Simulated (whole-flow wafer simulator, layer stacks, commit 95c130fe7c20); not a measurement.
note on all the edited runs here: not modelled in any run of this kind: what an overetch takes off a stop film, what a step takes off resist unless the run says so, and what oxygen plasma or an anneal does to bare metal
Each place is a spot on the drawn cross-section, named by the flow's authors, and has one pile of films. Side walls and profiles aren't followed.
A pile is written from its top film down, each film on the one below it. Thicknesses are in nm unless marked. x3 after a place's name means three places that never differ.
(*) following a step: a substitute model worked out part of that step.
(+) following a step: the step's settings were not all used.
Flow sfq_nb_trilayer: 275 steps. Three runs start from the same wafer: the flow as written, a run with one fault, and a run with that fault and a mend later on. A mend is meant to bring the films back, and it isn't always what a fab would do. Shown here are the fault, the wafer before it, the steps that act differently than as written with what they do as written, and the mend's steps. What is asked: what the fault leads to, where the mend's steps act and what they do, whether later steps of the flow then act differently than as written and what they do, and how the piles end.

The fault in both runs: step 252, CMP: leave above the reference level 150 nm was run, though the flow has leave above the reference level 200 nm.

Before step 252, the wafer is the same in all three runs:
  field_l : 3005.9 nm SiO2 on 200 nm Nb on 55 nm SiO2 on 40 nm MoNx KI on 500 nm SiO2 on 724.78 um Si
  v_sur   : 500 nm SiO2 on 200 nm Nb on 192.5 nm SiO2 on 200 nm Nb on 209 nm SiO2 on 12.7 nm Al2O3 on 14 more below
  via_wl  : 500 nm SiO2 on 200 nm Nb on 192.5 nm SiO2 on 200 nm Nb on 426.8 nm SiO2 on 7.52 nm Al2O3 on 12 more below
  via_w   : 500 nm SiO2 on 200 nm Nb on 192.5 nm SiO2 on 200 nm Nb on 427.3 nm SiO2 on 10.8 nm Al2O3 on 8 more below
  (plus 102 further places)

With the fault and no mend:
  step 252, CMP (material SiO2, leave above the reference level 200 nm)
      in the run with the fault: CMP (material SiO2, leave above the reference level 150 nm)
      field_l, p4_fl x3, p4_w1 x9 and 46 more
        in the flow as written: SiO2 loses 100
        in the run with the fault: SiO2 loses 150
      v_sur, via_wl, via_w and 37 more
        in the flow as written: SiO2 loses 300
        in the run with the fault: SiO2 loses 350
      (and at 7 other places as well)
  Steps further on in the flow that do not act as written (4 more steps, not shown, differ only slightly: by at most 2% or 0.5 nm, whichever is larger):
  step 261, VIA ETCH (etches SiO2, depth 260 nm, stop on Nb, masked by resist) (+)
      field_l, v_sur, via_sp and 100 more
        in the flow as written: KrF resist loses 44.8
        in the run with the fault: KrF resist loses 38.8
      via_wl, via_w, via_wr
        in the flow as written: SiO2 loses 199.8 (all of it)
        in the run with the fault: SiO2 loses 149.8 (all of it)
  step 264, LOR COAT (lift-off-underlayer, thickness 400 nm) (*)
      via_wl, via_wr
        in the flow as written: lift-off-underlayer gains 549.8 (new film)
        in the run with the fault: lift-off-underlayer gains 512.3 (new film)
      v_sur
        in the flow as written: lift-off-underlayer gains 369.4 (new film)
        in the run with the fault: lift-off-underlayer gains 377.1 (new film)
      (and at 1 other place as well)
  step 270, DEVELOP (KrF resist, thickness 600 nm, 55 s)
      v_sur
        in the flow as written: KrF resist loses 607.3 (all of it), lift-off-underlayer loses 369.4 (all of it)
        in the run with the fault: KrF resist loses 605.2 (all of it), lift-off-underlayer loses 377.1 (all of it)
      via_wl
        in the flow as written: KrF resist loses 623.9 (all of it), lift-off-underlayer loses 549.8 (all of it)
        in the run with the fault: KrF resist loses 617.6 (all of it), lift-off-underlayer loses 512.3 (all of it)
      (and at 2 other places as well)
  The piles end different from the flow's at v_sur, via_sp, via_v and 83 more by more than 2% or 0.5 nm, whichever is larger.
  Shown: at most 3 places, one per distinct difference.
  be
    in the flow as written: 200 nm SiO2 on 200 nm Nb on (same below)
    in the run with the fault: 150 nm SiO2 on 200 nm Nb on (same below)
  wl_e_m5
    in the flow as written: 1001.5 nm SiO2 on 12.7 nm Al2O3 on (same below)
    in the run with the fault: 951.5 nm SiO2 on 12.7 nm Al2O3 on (same below)
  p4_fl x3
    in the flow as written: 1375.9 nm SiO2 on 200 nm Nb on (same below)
    in the run with the fault: 1325.9 nm SiO2 on 200 nm Nb on (same below)

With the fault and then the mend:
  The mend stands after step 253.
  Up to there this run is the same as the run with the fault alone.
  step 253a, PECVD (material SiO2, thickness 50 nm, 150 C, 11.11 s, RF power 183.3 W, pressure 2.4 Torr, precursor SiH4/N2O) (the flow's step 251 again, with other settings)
      field_l, v_sur, via_wl and 103 more
        SiO2 gains 50
  None of the later steps of the flow acts differently than as written at any place that is followed.
  At every place that both follow, the piles at the end match the flow's.
